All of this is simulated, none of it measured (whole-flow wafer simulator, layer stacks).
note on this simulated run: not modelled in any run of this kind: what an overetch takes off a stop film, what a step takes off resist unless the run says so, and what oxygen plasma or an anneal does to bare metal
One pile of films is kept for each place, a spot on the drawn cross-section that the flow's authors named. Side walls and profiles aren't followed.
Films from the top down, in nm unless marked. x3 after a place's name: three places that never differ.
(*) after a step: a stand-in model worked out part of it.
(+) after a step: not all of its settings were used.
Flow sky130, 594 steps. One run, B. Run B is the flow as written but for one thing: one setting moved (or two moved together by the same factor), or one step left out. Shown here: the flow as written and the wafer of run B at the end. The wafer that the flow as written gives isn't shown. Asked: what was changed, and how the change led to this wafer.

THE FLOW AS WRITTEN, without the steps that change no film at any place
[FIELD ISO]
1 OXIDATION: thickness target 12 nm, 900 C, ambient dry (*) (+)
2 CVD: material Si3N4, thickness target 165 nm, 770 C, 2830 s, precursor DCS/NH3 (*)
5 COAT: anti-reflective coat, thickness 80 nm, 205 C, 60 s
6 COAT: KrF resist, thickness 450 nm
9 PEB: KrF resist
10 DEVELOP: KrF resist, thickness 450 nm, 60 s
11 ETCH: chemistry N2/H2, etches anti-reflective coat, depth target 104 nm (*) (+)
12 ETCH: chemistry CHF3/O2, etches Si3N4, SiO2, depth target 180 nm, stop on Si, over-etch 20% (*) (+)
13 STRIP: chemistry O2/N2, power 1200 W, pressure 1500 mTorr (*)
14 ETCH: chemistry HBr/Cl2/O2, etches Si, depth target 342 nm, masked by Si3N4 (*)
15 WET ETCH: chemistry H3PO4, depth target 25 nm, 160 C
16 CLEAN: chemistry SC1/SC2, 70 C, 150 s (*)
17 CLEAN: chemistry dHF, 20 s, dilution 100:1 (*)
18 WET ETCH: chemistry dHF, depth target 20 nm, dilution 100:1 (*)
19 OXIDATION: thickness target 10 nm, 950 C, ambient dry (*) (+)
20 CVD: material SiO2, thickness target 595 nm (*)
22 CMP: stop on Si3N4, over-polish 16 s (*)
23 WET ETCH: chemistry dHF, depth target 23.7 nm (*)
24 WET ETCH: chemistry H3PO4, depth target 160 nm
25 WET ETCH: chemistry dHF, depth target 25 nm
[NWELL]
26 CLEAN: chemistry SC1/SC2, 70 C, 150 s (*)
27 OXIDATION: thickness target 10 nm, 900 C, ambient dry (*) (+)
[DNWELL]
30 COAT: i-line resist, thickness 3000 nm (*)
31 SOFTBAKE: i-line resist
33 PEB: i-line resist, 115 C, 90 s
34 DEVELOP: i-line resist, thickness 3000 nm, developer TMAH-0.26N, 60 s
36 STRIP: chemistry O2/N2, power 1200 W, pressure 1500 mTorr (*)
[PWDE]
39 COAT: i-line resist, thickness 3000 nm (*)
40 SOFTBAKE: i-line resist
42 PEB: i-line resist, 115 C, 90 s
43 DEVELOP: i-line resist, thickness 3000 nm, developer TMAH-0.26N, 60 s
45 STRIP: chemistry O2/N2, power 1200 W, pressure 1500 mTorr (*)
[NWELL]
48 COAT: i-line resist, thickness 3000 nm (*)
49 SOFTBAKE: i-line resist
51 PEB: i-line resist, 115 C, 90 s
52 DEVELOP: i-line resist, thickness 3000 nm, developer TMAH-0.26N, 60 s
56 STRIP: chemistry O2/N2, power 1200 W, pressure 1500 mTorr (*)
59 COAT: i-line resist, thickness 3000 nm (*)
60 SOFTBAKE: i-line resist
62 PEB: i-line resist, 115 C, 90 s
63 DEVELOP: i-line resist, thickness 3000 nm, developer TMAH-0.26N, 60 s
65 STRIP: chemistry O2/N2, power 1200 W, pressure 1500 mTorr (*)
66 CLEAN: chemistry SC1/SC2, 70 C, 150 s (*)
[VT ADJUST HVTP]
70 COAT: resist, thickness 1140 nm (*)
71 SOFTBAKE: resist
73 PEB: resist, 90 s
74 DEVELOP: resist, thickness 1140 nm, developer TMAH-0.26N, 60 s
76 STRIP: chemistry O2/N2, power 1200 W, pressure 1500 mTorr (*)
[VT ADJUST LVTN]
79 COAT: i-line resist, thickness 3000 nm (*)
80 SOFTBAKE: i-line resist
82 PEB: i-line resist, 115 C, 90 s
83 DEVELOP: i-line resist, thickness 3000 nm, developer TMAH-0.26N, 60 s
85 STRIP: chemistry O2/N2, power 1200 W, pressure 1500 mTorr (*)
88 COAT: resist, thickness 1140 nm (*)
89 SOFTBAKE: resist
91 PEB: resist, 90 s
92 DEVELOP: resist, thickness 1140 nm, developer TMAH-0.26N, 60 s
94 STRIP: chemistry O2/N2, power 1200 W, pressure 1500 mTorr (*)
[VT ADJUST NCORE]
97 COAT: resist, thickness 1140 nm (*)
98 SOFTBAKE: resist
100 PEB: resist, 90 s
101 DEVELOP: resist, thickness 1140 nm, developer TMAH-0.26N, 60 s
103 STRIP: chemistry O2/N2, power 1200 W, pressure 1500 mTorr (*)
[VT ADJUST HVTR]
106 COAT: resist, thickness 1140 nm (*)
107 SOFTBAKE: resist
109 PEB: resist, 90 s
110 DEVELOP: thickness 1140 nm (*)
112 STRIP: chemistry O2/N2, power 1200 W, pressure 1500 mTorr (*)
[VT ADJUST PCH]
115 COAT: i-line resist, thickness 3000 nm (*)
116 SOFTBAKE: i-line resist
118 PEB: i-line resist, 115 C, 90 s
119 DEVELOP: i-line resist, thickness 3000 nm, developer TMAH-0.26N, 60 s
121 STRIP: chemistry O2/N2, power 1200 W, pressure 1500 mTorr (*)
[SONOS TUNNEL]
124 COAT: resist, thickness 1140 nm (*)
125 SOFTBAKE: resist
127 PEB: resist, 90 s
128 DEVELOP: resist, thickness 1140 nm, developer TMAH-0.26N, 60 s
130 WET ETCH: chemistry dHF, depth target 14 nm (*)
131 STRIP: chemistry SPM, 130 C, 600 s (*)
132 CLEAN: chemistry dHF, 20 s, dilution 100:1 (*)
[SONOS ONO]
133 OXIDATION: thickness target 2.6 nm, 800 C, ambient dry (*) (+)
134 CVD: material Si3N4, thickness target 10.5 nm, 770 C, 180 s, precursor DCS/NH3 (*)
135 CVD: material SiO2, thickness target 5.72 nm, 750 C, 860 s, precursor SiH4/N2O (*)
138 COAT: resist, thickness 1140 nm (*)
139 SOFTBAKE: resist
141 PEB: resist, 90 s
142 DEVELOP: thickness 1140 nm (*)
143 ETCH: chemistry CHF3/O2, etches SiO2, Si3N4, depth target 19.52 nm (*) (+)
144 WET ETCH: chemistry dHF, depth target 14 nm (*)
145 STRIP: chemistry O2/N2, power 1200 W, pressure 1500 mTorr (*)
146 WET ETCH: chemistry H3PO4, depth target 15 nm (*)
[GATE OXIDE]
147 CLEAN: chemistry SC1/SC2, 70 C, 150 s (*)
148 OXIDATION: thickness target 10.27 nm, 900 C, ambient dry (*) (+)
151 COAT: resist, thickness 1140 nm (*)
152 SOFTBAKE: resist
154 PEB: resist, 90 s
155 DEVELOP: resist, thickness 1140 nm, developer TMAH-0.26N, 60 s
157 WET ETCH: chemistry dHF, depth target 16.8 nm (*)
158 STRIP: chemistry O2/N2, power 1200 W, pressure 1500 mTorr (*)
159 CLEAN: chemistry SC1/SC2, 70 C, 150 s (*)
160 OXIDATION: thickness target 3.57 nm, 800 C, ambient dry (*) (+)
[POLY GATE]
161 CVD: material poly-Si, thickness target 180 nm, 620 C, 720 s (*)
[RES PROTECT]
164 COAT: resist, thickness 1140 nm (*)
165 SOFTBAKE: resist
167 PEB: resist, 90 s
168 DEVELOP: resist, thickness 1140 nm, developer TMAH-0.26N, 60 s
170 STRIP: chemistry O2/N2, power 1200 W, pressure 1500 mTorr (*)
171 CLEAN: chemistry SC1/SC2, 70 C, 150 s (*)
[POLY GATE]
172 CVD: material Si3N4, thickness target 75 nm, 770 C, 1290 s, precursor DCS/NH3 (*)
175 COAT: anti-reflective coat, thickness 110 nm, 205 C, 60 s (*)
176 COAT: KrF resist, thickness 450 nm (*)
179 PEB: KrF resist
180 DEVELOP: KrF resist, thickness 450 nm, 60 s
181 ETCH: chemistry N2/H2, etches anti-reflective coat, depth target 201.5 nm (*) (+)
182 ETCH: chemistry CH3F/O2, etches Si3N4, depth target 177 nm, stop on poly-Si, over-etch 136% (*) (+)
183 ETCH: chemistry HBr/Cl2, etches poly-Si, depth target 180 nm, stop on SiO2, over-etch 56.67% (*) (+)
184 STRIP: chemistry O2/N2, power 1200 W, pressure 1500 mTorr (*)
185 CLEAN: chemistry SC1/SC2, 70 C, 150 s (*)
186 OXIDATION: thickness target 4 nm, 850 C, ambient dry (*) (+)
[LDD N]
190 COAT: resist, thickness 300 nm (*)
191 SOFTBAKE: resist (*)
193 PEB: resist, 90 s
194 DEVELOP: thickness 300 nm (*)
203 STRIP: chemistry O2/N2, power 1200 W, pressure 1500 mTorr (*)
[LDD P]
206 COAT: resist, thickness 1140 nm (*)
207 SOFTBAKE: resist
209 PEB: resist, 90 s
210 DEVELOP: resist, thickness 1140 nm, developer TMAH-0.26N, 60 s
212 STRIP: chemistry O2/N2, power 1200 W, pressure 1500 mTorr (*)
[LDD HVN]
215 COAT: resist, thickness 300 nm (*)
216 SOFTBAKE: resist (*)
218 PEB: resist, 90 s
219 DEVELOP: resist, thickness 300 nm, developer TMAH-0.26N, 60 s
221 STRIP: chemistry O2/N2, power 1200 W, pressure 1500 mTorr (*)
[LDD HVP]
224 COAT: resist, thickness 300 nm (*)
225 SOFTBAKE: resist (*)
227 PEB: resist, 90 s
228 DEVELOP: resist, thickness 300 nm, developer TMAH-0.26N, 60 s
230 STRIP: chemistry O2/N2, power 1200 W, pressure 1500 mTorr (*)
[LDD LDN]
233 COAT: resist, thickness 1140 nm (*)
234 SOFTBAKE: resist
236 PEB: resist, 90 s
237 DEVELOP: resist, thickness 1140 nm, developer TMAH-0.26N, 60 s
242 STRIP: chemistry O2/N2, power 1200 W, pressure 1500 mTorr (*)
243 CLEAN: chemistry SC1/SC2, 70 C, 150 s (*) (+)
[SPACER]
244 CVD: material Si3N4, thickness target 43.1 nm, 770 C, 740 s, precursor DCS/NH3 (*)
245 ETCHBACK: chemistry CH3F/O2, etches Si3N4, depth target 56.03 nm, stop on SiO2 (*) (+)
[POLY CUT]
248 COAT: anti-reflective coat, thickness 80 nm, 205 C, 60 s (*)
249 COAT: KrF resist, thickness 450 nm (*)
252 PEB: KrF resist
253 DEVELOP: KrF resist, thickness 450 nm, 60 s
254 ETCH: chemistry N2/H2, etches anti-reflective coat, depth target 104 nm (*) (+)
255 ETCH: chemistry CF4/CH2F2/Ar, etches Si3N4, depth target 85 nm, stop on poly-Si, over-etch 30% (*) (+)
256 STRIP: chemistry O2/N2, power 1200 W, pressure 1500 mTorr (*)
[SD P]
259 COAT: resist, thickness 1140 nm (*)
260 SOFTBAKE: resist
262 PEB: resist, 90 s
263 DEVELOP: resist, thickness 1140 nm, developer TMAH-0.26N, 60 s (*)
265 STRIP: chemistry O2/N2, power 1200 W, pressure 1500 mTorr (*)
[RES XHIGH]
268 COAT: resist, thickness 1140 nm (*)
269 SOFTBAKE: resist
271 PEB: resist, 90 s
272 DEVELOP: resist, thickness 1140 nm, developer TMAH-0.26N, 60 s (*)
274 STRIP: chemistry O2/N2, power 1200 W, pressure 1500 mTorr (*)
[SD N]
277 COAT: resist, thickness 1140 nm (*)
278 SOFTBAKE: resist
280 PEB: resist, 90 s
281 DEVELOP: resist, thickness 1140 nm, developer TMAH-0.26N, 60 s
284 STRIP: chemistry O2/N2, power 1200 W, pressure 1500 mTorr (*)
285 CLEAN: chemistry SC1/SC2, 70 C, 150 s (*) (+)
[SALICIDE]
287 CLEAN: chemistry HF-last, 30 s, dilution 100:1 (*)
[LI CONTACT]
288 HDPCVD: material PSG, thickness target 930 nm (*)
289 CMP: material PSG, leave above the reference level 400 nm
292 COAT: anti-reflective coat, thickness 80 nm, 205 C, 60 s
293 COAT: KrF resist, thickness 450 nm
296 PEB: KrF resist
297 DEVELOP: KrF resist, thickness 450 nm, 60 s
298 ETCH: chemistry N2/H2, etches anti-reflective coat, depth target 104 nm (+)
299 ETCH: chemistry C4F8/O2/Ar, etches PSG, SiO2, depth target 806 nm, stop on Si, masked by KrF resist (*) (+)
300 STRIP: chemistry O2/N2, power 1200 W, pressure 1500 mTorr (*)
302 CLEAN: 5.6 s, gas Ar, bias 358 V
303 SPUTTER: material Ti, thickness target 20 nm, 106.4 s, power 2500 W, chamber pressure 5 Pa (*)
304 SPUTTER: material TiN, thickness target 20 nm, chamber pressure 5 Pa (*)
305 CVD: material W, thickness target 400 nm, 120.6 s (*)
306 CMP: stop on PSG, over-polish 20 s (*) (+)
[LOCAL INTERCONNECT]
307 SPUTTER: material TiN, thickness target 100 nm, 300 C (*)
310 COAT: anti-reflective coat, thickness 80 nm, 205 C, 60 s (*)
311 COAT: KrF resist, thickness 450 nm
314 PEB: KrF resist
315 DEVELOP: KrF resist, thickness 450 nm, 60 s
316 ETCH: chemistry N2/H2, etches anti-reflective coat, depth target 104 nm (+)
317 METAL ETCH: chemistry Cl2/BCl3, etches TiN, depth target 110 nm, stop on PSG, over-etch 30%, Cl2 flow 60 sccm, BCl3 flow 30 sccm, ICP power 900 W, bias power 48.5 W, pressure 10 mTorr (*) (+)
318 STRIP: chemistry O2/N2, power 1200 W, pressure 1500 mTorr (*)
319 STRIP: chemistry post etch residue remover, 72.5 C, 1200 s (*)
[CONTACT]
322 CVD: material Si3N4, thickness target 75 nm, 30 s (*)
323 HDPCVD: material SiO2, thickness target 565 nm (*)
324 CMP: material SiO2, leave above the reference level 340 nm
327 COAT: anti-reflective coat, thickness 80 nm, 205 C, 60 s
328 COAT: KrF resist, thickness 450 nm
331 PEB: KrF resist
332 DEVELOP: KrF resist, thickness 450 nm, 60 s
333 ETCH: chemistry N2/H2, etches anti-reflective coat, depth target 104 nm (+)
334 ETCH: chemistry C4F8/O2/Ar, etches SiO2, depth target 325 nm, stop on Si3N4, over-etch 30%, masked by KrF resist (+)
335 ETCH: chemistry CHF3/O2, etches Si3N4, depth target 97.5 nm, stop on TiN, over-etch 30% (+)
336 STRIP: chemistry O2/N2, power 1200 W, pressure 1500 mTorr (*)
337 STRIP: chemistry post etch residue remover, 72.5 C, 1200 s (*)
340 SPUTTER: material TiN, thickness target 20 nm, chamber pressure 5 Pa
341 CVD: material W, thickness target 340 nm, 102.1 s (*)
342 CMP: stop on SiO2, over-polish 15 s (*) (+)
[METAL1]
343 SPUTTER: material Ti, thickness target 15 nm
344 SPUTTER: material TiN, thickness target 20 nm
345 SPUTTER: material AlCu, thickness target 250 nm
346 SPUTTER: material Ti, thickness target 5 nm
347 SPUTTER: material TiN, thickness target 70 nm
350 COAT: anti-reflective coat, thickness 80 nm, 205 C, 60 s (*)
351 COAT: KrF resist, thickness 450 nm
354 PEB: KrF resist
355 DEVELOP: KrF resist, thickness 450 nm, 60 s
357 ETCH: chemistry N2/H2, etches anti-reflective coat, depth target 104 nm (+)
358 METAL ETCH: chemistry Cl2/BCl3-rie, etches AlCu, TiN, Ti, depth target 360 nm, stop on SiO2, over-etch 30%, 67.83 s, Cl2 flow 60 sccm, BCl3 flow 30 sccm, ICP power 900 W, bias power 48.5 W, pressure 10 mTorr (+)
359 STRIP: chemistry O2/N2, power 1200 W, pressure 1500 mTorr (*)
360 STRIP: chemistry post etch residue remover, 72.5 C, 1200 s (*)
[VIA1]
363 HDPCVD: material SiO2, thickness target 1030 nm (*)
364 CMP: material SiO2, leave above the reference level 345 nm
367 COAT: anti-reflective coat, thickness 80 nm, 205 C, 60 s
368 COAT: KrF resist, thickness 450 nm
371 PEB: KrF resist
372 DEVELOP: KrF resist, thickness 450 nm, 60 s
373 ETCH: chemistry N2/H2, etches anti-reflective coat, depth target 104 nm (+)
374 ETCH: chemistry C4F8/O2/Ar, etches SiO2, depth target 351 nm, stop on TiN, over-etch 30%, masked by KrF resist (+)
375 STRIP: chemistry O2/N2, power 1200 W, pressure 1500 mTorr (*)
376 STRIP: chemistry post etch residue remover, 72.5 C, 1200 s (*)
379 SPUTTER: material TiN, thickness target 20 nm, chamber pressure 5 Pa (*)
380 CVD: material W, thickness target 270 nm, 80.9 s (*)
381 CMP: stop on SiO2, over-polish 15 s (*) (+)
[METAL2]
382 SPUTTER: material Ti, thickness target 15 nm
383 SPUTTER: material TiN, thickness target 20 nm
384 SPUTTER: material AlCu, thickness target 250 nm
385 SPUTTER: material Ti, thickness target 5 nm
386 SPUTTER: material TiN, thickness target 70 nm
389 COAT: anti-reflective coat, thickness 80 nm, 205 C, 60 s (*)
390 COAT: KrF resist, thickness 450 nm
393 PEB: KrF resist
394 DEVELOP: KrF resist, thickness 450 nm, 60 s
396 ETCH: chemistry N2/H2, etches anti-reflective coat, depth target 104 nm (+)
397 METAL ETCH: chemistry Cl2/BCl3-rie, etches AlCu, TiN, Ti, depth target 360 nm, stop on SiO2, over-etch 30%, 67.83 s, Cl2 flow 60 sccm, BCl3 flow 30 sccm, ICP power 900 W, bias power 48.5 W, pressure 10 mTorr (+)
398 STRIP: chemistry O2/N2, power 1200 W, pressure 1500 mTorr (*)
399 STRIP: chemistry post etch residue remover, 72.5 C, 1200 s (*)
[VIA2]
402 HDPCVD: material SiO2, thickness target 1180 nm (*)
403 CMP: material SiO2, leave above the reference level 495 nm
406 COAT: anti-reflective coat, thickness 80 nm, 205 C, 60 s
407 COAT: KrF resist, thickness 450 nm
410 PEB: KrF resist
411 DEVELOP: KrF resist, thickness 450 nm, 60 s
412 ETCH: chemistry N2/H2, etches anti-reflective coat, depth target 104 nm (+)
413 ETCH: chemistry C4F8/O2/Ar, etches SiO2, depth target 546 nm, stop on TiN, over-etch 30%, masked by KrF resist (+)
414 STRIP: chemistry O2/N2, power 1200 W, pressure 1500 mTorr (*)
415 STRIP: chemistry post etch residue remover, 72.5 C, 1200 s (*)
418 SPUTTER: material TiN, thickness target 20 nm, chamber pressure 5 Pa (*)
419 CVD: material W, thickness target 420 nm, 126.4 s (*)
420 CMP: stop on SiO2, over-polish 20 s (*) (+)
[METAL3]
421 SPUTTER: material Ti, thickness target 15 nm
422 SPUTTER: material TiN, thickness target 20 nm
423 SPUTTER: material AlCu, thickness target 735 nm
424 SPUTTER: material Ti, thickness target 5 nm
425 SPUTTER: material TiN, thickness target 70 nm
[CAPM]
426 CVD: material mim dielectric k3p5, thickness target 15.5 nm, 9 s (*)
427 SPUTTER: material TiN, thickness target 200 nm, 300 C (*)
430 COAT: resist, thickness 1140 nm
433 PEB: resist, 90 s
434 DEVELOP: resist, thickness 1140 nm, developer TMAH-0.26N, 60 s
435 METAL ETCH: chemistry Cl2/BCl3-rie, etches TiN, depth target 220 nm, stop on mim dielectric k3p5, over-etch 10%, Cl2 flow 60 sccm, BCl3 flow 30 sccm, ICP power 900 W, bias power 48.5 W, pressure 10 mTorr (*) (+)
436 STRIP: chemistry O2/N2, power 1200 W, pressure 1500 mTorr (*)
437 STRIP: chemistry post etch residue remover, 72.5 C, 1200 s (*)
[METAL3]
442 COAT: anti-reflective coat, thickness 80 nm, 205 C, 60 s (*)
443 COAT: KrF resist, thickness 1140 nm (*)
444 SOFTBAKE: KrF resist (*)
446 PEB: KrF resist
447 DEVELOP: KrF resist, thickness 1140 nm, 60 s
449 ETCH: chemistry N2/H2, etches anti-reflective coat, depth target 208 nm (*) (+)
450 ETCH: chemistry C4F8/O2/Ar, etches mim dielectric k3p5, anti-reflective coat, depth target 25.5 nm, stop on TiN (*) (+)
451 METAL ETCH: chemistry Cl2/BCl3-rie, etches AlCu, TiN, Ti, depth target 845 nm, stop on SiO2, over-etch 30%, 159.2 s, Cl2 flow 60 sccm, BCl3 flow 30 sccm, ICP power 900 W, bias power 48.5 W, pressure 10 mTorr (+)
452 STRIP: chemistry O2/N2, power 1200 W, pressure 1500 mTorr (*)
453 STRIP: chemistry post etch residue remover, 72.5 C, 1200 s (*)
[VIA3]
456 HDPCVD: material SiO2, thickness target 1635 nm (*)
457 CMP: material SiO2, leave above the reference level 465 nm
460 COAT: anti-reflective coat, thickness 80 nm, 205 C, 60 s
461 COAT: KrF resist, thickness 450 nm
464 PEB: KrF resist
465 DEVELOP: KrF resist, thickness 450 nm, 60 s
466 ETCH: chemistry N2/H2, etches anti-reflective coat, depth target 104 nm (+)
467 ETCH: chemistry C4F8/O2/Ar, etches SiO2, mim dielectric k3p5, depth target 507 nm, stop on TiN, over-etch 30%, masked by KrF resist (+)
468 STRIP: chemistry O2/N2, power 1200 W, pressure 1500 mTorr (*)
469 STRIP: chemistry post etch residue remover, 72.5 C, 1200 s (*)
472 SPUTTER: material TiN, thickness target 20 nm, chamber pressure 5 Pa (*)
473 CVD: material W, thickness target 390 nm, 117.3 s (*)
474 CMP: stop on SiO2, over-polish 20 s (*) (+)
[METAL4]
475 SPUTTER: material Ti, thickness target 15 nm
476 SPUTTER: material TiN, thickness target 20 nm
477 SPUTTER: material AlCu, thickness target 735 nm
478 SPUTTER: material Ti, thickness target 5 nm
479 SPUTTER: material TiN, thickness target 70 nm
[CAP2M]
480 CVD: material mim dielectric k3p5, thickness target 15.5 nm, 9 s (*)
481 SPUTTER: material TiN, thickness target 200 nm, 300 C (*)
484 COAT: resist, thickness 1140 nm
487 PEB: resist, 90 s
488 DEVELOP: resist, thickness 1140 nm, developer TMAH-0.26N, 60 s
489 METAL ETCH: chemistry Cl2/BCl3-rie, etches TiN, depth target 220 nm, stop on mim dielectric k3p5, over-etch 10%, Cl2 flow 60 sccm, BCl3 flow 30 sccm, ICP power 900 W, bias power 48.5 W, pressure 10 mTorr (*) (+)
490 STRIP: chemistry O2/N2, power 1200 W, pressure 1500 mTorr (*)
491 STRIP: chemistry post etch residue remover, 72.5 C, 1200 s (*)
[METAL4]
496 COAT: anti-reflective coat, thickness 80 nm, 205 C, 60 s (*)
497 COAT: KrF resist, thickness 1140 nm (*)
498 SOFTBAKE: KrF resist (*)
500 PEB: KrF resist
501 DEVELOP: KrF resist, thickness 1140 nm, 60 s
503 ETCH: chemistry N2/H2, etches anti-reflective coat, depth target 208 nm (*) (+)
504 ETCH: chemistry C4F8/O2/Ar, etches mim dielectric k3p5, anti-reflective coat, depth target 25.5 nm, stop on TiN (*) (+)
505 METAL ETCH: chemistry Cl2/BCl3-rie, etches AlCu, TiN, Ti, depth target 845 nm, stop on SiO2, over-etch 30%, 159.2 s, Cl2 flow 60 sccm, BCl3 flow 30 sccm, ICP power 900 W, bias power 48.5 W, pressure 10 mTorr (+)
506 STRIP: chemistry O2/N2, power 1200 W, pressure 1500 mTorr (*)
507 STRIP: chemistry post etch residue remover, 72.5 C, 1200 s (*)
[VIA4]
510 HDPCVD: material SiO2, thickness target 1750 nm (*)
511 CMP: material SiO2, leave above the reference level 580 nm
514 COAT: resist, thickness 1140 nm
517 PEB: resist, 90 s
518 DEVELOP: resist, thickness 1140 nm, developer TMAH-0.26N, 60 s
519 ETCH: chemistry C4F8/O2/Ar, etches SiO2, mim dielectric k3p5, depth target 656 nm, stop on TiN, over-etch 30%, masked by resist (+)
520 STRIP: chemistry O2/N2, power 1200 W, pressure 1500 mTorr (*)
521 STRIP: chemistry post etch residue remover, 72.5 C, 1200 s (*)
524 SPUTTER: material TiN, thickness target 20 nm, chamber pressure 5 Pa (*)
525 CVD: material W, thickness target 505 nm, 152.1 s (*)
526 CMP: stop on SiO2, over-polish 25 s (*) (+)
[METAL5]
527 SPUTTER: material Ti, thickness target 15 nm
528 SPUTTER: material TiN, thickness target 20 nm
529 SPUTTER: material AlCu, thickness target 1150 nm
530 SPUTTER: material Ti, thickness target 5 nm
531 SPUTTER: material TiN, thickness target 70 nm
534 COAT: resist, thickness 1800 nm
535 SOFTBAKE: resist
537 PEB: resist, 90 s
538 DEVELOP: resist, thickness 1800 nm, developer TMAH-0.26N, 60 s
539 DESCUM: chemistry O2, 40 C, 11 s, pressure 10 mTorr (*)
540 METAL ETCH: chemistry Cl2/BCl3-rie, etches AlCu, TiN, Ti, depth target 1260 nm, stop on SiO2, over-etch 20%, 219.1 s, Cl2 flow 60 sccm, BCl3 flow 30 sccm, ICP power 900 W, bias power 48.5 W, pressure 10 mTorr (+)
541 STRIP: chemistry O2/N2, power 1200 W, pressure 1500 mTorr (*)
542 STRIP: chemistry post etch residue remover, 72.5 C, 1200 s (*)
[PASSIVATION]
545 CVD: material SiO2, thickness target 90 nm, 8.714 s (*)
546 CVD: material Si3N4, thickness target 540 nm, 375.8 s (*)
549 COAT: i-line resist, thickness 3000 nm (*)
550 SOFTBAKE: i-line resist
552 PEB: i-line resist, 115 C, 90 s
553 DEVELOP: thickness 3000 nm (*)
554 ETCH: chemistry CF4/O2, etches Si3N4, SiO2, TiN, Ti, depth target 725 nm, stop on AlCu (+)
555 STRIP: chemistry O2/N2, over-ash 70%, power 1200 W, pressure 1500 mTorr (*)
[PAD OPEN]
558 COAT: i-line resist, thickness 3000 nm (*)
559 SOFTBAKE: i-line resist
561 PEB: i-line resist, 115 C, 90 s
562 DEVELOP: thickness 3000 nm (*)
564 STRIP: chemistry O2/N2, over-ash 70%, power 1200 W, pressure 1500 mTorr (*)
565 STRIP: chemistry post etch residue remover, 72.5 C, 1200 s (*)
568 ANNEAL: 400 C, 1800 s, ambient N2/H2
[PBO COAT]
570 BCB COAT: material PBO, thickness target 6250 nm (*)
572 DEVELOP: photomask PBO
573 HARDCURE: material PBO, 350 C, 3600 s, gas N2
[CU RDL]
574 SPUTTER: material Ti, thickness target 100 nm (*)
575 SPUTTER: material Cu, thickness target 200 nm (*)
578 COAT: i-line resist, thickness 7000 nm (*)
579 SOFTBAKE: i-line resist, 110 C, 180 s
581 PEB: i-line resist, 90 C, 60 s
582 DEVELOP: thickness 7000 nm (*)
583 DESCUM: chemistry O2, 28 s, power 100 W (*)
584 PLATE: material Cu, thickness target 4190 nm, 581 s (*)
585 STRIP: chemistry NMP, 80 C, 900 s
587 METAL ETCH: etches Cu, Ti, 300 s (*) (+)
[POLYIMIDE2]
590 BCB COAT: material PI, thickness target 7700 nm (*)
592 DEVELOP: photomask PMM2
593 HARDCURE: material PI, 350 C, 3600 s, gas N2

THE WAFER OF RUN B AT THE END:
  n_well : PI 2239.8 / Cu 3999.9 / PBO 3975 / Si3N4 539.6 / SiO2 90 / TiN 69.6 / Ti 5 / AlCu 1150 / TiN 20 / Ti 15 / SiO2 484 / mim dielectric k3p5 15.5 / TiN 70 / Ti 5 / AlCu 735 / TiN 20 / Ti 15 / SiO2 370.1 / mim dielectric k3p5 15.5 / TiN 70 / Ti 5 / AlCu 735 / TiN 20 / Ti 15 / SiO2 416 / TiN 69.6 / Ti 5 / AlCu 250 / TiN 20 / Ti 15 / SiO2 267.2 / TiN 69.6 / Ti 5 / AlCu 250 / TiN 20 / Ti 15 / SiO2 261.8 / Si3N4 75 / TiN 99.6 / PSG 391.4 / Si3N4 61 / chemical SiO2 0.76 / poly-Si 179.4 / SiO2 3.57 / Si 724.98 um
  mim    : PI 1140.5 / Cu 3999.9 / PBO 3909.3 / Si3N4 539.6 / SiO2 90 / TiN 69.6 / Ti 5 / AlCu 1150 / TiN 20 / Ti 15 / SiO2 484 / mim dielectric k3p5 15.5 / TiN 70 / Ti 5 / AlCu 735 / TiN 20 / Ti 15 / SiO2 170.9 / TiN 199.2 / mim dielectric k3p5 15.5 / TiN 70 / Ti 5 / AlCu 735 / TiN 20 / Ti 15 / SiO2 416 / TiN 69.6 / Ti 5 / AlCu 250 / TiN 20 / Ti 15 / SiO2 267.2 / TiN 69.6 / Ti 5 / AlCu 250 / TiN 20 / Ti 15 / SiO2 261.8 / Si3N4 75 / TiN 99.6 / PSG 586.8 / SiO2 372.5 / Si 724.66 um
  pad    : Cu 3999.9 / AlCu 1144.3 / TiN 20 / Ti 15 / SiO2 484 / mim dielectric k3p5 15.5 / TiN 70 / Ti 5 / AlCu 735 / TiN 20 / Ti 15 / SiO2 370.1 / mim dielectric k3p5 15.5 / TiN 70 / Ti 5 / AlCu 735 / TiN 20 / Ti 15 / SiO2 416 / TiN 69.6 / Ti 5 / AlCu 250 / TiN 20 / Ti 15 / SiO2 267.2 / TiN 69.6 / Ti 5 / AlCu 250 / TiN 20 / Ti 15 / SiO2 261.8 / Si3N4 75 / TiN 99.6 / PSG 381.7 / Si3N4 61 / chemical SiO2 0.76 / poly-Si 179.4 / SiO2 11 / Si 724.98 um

The cause: step 574, SPUTTER: material Ti, thickness target 100 nm (*), was left out.

How the change led to this, step by step:
  579 SOFTBAKE: i-line resist, 110 C, 180 s
      hv_encl: i-line resist -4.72 (as written it would be: i-line resist -2.19)
  587 METAL ETCH: etches Cu, Ti, 300 s (*) (+)
      field, active, gate and 167 more: Cu -200 (all of it) (as written it would be: Cu -200 (all of it), Ti -100 (all of it))
  590 BCB COAT: material PI, thickness target 7700 nm (*)
      n_well, p_well, sd_n, sd_p: PI +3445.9 (new film) (as written it would be: PI +3345.9 (new film))
      mim: PI +3736.3 (new film) (as written it would be: PI +3640.8 (new film))
      (and at 14 more places)
  593 HARDCURE: material PI, 350 C, 3600 s, gas N2
      n_well, p_well, sd_n, sd_p: PI -1206.1 (as written it would be: PI -1171.1)
